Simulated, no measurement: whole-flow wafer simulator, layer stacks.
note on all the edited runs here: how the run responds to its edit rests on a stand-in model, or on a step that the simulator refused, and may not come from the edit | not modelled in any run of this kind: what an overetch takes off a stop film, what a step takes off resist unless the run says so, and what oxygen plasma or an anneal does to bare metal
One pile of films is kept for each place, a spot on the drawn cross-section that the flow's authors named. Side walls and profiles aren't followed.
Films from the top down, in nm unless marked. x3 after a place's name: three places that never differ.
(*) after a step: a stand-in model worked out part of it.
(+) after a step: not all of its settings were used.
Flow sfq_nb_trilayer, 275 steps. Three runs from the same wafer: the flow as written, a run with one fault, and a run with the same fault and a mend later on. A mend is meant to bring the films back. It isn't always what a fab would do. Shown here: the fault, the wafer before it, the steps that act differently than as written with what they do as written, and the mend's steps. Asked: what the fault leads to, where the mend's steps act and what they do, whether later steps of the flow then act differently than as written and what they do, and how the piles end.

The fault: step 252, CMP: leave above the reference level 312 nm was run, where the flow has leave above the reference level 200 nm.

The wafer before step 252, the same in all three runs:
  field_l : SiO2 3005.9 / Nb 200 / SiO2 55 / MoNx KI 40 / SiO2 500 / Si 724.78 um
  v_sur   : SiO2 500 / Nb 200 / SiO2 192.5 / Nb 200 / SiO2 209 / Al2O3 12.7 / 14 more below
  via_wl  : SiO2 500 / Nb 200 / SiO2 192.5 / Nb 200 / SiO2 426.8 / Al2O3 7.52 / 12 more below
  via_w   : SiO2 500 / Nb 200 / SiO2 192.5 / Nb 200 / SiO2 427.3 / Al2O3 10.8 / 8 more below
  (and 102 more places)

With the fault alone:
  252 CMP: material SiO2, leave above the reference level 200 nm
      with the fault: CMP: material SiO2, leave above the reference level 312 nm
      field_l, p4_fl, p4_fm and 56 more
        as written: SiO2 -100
        with the fault: nothing
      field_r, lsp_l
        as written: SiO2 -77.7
        with the fault: nothing
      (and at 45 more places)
  Later steps of the flow that act differently than as written (5 more steps differ only slightly, by at most 2% or 0.5 nm, whichever is larger, and aren't shown):
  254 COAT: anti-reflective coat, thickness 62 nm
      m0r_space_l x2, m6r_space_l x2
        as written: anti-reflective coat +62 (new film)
        with the fault: anti-reflective coat +63.7 (new film)
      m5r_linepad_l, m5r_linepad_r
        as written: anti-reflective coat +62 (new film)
        with the fault: anti-reflective coat +67.5 (new film)
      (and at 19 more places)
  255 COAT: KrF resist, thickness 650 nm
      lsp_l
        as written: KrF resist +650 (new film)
        with the fault: KrF resist +664.5 (new film)
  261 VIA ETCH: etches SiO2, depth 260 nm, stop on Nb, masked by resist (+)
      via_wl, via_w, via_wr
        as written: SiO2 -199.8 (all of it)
        with the fault: SiO2 -260
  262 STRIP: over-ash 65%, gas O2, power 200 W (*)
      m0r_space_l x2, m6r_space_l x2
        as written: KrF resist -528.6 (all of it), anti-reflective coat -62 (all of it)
        with the fault: KrF resist -530.4 (all of it), anti-reflective coat -63.7 (all of it)
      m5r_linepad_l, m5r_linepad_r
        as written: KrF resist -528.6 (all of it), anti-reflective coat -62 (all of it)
        with the fault: KrF resist -526.7 (all of it), anti-reflective coat -67.5 (all of it)
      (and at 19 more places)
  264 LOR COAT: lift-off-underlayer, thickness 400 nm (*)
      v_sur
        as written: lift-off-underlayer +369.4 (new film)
        with the fault: lift-off-underlayer +358.1 (new film)
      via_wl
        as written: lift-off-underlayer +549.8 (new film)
        with the fault: lift-off-underlayer +590.9 (new film)
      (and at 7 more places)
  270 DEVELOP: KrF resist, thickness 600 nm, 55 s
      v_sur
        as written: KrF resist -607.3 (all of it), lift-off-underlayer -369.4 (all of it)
        with the fault: KrF resist -607.1 (all of it), lift-off-underlayer -358.1 (all of it)
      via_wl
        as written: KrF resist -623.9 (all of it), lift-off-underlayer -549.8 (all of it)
        with the fault: KrF resist -630.9 (all of it), lift-off-underlayer -590.9 (all of it)
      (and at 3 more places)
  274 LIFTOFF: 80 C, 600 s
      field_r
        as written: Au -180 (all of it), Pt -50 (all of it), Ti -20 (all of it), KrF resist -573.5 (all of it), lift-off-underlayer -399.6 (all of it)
        with the fault: Au -180 (all of it), Pt -50 (all of it), Ti -20 (all of it), KrF resist -576.8 (all of it), lift-off-underlayer -421.5 (all of it)
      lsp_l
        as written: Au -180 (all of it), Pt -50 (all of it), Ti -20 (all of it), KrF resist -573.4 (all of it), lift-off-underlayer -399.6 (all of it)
        with the fault: Au -180 (all of it), Pt -50 (all of it), Ti -20 (all of it), KrF resist -577.7 (all of it), lift-off-underlayer -420.2 (all of it)
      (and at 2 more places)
  At the end the piles differ from the flow's by more than 2% or 0.5 nm, whichever is larger, at field_l, v_sur, via_wl and 103 more.
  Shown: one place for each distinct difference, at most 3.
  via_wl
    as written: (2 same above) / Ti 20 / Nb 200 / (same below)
    with the fault: (2 same above) / Ti 20 / SiO2 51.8 / Nb 200 / (same below)
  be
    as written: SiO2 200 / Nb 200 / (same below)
    with the fault: SiO2 312 / Nb 200 / (same below)
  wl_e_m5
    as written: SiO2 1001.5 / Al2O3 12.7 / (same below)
    with the fault: SiO2 1101.5 / Al2O3 12.7 / (same below)

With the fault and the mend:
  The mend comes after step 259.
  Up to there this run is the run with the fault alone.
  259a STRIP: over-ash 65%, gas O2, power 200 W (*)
      wire, be, be_sur, gap, jj_sur, ce_l
        KrF resist -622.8 (all of it), anti-reflective coat -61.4 (all of it)
      p4_w1, p3_l3, p3_s3, p3_l4, p3_s4, p3_l5
        KrF resist -625.5 (all of it), anti-reflective coat -62.1 (all of it)
      wl_j_sl, wl_jj, wl_j_sr, wl_a_sl, wl_g_sr
        KrF resist -623.9 (all of it), anti-reflective coat -61.7 (all of it)
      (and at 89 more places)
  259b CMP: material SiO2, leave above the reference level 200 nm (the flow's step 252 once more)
      field_l, p4_fl, p4_fm and 56 more
        SiO2 -100
      v_sur, via_wl, via_w and 40 more
        SiO2 -112
      field_r, lsp_l
        SiO2 -77.7
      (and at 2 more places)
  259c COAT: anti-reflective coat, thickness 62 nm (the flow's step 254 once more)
      field_l, v_sur, via_wl and 103 more
        anti-reflective coat +62 (new film)
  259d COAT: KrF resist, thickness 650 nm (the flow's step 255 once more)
      field_l, v_sur, via_wl and 103 more
        KrF resist +650 (new film)
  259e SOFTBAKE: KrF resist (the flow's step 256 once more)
      changes no film at any place that is followed
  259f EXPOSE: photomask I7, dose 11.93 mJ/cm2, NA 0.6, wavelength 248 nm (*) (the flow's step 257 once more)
      changes no film at any place that is followed
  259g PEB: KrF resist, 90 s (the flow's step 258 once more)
      field_l, v_sur, via_wl and 103 more
        KrF resist -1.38
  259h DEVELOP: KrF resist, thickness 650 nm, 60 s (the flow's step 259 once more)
      field_l, v_sur, via_sp and 100 more
        KrF resist -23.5
      via_wl, via_w, via_wr
        KrF resist -648.6 (all of it)
  No later step of the flow acts differently than as written at any place that is followed.
  At the end the piles are the same as the flow's at every place that both follow.
